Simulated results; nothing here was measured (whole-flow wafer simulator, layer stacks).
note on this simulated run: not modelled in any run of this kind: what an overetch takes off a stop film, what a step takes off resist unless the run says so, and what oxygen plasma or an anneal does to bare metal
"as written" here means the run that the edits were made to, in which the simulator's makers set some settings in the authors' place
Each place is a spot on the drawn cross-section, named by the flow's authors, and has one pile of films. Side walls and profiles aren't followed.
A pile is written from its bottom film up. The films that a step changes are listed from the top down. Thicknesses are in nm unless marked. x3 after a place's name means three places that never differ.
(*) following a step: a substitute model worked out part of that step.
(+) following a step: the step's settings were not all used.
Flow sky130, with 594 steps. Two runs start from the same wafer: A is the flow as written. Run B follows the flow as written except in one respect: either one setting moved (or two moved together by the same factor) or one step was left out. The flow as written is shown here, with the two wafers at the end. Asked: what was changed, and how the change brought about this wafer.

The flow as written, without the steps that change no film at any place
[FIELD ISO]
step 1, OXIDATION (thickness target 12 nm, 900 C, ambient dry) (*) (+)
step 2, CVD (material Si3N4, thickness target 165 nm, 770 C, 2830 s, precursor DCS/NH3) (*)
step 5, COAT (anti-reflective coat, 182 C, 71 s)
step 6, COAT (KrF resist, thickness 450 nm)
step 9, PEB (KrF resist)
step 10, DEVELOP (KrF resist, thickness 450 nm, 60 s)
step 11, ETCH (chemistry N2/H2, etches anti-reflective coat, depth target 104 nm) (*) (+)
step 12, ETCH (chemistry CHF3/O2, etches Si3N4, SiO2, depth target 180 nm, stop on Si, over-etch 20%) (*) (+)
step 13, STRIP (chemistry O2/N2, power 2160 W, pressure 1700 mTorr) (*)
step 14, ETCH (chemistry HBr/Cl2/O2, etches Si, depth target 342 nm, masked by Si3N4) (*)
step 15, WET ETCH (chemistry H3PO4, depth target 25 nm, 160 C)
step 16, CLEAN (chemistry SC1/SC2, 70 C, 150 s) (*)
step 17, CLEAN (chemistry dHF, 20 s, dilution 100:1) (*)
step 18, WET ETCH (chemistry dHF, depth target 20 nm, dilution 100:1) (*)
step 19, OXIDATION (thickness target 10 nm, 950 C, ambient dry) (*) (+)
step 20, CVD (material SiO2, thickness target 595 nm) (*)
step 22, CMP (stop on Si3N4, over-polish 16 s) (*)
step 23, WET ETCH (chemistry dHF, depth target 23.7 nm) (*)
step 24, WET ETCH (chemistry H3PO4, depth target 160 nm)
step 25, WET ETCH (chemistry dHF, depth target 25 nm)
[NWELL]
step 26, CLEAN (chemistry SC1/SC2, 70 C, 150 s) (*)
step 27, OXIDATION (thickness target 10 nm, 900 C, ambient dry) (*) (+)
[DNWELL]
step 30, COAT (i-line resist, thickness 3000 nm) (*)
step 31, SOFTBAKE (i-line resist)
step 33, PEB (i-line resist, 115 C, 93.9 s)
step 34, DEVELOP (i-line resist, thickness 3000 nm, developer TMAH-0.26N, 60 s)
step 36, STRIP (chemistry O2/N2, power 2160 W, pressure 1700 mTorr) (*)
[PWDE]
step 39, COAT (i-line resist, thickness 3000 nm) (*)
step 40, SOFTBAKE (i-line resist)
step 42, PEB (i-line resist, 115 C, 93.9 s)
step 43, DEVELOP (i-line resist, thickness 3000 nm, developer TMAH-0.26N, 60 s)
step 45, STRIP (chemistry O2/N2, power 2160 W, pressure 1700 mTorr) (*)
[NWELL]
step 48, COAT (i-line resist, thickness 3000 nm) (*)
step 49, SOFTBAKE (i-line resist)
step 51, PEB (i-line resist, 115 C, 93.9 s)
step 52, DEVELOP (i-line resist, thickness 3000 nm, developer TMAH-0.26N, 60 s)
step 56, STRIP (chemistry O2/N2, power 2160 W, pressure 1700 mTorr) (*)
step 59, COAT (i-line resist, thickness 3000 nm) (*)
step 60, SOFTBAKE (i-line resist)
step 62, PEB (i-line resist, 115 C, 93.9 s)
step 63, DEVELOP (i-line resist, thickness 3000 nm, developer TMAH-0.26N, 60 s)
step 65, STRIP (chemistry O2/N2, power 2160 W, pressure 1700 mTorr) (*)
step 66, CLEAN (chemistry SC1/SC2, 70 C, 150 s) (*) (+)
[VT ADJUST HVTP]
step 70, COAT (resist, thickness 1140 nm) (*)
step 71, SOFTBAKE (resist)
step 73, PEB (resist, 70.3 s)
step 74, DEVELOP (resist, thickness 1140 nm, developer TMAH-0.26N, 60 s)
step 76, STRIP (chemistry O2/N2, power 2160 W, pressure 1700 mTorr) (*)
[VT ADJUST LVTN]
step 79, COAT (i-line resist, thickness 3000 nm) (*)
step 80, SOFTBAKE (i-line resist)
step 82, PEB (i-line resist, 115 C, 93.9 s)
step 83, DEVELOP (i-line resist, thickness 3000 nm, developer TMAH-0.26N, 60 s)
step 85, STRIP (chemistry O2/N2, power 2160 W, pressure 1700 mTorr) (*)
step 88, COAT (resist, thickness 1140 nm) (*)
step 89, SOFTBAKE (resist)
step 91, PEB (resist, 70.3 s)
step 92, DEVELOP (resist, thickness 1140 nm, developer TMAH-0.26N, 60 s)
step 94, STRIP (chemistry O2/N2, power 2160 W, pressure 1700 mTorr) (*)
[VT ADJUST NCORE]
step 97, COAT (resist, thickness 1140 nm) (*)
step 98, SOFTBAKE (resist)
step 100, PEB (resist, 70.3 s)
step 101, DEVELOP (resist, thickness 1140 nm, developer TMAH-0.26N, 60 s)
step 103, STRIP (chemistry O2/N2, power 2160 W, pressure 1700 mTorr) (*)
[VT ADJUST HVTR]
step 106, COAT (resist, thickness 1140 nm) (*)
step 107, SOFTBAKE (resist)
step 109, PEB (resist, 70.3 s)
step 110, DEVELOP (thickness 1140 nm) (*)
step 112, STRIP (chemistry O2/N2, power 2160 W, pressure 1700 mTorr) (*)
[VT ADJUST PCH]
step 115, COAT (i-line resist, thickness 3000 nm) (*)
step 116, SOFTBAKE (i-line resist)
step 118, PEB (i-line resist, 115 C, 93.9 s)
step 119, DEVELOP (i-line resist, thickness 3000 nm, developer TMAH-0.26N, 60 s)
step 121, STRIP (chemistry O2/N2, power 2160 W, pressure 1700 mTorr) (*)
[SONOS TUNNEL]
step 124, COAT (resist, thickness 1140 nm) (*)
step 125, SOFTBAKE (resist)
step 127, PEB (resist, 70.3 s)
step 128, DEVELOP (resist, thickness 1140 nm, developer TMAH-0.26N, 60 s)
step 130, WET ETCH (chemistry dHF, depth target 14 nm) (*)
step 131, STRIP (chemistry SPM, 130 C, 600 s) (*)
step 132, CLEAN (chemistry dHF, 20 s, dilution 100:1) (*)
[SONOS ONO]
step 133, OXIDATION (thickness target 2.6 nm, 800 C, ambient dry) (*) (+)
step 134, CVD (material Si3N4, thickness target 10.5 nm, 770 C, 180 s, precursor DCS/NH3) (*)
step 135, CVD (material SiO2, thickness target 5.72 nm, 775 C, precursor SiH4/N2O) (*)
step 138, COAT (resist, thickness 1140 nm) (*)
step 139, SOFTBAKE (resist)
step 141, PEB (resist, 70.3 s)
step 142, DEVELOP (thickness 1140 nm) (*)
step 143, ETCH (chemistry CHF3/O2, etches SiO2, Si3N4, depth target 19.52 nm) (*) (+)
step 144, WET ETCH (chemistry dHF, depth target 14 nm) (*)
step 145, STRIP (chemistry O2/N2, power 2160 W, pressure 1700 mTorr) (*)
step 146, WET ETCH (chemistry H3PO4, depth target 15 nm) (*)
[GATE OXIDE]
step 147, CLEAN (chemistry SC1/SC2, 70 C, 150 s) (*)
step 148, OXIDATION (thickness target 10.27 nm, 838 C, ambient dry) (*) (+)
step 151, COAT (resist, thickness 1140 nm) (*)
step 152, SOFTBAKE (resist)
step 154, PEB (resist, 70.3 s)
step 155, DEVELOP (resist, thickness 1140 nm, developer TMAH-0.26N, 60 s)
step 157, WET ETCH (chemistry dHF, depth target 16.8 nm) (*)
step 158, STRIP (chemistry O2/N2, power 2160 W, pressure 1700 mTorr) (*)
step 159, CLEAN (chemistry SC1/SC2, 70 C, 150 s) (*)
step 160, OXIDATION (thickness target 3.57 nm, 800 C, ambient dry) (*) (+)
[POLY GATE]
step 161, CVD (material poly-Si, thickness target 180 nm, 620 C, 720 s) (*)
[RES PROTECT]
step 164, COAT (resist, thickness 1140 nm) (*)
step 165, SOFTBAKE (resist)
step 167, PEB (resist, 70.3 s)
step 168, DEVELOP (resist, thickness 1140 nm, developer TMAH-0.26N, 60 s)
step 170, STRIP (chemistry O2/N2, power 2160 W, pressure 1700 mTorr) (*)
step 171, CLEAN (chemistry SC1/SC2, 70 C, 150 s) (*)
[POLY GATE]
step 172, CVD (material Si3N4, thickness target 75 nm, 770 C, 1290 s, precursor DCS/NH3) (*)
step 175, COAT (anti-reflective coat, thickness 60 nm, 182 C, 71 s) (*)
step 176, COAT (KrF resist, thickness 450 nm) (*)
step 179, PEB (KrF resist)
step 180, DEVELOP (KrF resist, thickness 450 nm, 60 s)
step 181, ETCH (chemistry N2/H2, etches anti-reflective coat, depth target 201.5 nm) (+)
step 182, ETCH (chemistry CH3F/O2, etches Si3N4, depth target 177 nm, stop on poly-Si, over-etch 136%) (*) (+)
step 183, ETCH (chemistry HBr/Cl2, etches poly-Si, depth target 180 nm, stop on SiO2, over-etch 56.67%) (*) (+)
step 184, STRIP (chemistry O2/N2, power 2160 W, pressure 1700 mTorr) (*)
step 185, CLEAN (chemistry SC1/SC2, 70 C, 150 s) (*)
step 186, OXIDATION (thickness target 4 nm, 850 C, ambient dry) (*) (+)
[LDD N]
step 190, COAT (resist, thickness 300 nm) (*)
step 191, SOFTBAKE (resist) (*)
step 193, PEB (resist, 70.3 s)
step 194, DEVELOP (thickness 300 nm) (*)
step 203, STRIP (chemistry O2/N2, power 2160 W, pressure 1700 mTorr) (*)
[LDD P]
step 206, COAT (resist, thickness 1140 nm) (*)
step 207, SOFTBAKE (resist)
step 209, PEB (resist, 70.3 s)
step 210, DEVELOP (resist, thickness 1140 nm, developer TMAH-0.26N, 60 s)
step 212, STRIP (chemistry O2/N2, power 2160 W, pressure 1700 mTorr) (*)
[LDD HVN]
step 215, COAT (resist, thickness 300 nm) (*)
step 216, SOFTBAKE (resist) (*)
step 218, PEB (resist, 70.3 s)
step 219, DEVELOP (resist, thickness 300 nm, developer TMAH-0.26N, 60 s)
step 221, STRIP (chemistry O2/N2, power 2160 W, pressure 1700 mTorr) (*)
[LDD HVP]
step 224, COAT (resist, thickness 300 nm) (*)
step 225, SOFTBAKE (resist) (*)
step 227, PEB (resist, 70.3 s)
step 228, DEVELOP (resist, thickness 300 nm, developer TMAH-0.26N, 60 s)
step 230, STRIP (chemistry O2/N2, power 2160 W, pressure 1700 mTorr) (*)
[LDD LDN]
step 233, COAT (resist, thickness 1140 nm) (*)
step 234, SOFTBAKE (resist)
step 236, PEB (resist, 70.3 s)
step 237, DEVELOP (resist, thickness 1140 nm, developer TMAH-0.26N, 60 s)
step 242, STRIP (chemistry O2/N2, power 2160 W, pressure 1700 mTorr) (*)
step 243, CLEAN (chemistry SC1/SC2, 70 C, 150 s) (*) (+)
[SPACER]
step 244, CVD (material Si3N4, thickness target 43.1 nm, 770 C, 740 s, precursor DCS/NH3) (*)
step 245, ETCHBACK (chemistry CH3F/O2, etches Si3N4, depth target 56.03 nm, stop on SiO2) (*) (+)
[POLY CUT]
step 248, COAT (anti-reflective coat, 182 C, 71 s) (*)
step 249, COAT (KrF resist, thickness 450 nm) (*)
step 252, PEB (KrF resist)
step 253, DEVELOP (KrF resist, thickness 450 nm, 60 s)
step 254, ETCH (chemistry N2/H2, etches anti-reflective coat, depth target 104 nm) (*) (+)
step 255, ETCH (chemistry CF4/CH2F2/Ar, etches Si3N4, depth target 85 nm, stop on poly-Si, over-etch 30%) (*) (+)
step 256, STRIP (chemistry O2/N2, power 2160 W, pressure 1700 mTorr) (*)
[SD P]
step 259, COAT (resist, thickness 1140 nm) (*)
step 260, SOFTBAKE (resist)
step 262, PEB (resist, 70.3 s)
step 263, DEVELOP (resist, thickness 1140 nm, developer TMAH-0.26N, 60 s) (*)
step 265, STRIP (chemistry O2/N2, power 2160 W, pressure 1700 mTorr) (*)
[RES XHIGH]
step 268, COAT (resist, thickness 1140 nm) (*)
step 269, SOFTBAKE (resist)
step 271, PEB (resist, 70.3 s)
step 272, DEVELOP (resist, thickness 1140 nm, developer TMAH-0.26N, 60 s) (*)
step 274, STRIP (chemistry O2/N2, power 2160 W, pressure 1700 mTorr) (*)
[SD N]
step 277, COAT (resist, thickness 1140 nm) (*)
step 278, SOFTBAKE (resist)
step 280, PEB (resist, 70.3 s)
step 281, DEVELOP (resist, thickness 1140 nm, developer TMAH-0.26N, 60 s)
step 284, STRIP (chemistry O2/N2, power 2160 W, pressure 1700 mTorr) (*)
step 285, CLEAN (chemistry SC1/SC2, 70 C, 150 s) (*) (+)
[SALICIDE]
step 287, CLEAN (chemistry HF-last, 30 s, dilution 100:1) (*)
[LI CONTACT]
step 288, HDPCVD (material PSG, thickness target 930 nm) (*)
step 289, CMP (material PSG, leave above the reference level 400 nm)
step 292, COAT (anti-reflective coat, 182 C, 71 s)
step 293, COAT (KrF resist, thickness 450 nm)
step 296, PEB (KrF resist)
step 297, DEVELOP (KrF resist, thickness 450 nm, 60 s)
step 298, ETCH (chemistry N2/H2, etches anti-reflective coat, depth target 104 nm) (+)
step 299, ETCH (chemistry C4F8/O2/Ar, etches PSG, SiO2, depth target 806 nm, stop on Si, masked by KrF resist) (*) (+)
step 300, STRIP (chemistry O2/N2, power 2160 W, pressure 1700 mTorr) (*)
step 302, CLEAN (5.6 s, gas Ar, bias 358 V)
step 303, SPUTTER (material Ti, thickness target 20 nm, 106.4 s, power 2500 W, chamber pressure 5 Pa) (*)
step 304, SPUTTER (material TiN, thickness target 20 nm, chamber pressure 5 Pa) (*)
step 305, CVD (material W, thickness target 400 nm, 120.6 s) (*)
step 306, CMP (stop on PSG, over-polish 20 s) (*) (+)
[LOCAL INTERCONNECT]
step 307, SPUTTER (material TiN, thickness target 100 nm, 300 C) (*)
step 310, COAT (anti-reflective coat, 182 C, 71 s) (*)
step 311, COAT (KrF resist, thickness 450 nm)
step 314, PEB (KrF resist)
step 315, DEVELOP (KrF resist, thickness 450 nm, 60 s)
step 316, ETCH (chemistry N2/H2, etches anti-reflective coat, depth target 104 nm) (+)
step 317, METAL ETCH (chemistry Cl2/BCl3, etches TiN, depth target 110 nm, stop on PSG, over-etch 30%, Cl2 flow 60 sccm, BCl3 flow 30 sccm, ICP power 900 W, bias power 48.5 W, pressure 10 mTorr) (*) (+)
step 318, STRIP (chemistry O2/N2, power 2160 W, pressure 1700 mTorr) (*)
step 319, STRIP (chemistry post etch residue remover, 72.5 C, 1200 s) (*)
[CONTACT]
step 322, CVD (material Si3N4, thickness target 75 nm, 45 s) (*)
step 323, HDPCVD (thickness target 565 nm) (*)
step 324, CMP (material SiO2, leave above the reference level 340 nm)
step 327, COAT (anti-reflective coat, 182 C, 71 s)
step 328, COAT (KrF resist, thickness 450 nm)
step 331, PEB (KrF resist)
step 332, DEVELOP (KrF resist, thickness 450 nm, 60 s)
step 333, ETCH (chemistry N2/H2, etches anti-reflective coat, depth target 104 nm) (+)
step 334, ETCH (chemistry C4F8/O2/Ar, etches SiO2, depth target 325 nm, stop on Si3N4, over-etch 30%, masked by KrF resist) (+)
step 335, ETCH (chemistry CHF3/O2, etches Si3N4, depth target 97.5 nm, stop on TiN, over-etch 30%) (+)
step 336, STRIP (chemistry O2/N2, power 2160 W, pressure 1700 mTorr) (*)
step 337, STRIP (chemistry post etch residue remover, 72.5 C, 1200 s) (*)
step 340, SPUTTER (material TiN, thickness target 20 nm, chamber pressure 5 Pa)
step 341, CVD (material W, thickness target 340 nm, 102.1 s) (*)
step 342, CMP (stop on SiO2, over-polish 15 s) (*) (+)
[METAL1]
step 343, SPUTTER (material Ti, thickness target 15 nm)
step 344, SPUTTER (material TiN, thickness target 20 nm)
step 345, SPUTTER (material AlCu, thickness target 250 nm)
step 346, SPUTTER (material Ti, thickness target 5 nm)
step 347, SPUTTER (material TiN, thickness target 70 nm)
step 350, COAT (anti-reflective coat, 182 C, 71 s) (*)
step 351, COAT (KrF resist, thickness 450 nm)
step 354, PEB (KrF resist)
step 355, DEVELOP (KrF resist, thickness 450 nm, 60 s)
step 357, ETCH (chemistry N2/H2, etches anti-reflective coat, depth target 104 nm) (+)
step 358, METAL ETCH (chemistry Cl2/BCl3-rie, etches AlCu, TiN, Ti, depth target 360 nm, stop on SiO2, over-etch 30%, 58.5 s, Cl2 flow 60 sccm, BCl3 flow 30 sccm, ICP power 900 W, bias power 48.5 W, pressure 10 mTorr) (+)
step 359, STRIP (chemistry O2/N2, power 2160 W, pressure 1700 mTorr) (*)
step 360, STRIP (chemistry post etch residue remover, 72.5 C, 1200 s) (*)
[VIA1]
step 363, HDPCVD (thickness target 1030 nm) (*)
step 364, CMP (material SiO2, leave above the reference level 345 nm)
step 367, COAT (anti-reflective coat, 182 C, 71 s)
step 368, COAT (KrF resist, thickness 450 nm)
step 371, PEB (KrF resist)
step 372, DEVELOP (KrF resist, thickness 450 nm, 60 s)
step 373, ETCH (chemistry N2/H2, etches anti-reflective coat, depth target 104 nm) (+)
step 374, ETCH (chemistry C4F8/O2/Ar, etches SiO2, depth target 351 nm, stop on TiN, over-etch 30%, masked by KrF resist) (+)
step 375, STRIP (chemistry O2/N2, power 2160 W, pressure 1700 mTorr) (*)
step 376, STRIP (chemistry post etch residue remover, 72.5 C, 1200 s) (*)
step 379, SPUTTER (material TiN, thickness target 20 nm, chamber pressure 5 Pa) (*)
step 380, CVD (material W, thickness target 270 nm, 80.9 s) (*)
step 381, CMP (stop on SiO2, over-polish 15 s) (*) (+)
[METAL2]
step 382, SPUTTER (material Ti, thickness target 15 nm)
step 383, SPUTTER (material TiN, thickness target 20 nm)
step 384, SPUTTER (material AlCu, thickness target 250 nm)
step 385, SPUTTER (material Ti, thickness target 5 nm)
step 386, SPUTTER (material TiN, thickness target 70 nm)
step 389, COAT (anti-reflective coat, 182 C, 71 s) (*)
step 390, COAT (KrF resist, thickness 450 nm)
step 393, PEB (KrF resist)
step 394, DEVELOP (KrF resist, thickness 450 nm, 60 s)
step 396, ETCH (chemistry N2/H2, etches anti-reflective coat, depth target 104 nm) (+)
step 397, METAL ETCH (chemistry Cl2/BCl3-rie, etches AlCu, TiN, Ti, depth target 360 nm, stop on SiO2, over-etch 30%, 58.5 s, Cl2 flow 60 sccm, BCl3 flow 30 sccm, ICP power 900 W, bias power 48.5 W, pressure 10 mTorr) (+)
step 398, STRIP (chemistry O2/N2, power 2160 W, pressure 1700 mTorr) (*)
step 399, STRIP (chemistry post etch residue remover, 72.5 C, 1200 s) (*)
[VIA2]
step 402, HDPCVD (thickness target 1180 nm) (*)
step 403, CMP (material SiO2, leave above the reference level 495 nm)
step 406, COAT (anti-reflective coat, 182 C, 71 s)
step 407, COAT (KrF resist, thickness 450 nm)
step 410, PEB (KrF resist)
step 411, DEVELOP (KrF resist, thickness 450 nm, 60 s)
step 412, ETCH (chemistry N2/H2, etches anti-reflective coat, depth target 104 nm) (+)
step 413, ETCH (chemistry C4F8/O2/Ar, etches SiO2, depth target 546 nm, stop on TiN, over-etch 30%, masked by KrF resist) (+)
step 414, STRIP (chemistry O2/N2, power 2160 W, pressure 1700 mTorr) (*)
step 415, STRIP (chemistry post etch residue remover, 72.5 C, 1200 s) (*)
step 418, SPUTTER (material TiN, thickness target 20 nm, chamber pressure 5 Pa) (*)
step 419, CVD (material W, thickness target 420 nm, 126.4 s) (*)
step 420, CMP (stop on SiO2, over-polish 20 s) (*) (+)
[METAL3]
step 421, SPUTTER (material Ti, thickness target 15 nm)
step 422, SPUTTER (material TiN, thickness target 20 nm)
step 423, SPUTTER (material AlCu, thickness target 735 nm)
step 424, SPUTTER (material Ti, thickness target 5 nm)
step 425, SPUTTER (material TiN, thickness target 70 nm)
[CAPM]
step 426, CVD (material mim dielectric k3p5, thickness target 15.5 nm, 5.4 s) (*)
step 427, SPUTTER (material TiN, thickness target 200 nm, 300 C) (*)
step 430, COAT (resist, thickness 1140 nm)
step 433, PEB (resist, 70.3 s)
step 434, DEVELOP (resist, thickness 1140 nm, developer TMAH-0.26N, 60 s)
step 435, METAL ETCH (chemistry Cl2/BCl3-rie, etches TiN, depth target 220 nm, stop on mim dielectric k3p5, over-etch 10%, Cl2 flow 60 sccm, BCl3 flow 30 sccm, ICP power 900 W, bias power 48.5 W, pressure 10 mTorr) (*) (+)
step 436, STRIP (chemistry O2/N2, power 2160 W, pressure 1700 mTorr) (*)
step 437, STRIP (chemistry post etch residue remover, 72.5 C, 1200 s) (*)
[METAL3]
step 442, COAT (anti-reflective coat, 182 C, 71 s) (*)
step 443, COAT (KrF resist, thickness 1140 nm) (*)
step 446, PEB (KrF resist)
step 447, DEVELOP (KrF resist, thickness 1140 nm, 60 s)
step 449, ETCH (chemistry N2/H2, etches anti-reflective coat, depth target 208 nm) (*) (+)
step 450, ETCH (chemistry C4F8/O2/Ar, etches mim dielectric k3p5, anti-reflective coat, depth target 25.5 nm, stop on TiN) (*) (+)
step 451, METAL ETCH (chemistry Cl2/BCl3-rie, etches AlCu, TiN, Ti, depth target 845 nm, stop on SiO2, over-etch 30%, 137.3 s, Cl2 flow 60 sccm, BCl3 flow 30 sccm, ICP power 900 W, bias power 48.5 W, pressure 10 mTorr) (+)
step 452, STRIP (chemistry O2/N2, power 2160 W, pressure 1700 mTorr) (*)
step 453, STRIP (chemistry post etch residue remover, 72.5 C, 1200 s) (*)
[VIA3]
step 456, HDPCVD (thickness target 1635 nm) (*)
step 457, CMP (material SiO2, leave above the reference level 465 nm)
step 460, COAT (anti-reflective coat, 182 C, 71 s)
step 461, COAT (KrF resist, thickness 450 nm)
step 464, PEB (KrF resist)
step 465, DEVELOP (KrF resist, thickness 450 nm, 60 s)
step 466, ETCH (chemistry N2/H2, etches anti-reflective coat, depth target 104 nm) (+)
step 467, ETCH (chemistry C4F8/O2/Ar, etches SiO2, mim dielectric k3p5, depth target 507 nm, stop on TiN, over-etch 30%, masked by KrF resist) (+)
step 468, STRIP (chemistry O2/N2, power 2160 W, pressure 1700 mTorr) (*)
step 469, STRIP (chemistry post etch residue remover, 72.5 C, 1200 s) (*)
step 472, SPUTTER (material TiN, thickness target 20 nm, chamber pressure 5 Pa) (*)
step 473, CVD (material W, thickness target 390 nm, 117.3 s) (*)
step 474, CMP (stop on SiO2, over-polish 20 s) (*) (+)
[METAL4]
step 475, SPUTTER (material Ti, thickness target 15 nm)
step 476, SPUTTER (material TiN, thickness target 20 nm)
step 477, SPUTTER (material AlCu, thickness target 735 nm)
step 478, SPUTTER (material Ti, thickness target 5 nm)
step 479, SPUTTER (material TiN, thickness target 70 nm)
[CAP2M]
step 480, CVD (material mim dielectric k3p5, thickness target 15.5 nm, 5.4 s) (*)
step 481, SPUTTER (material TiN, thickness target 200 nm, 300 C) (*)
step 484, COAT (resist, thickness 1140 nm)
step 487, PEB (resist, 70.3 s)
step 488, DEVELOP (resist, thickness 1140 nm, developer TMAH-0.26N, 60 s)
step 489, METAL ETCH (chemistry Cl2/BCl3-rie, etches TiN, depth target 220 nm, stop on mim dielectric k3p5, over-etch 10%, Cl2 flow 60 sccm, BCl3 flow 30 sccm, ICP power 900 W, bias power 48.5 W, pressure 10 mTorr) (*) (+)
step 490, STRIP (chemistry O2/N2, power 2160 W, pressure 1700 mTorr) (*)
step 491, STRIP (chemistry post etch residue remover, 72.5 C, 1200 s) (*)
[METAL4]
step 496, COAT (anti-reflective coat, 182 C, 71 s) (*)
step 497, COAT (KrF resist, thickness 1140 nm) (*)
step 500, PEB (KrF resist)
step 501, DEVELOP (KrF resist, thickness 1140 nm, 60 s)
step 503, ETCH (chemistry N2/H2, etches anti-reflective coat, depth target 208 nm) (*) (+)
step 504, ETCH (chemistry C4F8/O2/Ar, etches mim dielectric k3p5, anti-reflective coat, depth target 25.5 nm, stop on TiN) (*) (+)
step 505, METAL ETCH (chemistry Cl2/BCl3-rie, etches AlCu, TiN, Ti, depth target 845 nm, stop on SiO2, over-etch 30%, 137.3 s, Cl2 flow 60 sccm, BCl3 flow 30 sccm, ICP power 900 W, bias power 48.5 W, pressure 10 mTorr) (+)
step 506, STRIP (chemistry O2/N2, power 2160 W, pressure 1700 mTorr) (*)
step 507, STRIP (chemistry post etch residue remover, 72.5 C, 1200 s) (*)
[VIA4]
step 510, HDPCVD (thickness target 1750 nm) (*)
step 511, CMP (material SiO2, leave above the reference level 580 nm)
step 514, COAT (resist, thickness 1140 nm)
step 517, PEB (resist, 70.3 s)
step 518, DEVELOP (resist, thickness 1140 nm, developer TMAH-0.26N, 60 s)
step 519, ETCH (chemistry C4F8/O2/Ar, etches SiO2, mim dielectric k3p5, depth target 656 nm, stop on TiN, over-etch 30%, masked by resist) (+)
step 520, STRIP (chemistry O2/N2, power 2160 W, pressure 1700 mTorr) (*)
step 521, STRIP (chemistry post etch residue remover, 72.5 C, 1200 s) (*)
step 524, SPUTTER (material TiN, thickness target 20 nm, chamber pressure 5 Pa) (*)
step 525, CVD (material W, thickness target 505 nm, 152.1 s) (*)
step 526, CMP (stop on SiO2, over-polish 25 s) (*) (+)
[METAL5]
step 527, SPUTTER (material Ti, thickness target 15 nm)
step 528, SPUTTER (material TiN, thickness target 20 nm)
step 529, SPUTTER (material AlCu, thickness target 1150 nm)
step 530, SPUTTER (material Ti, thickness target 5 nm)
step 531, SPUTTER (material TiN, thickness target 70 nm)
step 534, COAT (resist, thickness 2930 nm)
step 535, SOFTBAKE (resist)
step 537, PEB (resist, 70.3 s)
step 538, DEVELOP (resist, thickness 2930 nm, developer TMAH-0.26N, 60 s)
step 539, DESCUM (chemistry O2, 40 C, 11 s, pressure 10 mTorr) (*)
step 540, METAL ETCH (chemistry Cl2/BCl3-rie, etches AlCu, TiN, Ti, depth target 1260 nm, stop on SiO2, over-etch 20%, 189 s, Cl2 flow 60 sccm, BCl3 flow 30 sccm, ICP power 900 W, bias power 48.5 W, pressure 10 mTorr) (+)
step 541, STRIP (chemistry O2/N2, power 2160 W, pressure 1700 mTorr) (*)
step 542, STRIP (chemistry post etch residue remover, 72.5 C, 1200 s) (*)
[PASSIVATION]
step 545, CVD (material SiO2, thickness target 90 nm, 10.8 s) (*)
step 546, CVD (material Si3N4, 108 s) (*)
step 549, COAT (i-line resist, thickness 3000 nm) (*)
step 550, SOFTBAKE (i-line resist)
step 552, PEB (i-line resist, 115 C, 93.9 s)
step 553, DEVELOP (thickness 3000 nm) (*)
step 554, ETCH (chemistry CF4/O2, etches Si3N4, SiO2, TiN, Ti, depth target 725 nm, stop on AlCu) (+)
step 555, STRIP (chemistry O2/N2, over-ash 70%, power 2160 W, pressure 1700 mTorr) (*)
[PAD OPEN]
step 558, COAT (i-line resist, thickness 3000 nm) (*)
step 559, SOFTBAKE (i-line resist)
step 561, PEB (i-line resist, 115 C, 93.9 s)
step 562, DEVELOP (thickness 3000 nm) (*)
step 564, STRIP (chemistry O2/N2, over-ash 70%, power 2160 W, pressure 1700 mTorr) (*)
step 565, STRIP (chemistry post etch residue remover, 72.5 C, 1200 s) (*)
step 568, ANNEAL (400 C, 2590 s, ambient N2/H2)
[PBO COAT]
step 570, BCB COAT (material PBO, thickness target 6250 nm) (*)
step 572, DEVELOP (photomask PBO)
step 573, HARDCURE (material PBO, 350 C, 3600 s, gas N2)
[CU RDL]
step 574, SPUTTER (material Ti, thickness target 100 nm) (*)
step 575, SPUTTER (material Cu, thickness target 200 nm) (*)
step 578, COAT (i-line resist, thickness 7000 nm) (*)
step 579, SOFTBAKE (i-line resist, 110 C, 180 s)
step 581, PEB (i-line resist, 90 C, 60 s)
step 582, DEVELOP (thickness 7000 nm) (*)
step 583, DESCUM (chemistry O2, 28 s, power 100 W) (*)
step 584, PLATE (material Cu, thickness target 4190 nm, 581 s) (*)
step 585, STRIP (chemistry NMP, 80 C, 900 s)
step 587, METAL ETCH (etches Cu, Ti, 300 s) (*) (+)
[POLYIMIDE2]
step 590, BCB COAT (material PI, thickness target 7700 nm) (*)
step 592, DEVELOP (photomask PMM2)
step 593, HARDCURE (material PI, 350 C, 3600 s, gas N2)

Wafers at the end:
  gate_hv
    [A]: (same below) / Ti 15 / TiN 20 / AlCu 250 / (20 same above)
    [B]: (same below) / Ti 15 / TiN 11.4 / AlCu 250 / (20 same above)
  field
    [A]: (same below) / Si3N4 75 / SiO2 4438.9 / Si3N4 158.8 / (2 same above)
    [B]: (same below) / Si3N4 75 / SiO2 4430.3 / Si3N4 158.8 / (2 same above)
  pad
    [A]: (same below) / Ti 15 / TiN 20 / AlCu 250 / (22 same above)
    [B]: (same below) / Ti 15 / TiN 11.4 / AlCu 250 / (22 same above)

The reason: step 383, SPUTTER: thickness target 11.4 nm was run, though the flow has thickness target 20 nm.
The wafer itself shows it: gate_hv has TiN 11.4, and step 383 as written asks for 20 nm.

Step by step, how the change led to this:
  step 383, SPUTTER (material TiN, thickness target 20 nm)
      field, active, n_well and 188 more: A +20 TiN (new film) | B +11.4 TiN (new film)
  step 397, METAL ETCH (chemistry Cl2/BCl3-rie, etches AlCu, TiN, Ti, depth target 360 nm, stop on SiO2, over-etch 30%, 58.5 s, Cl2 flow 60 sccm, BCl3 flow 30 sccm, ICP power 900 W, bias power 48.5 W, pressure 10 mTorr) (+)
      field, active, gate and 82 more: A -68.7 TiN (all of it), -5 Ti (all of it), -250 AlCu (all of it), -20 TiN (all of it), -15 Ti (all of it), -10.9 SiO2 | B -68.7 TiN (all of it), -5 Ti (all of it), -250 AlCu (all of it), -11.4 TiN (all of it), -15 Ti (all of it), -11.8 SiO2
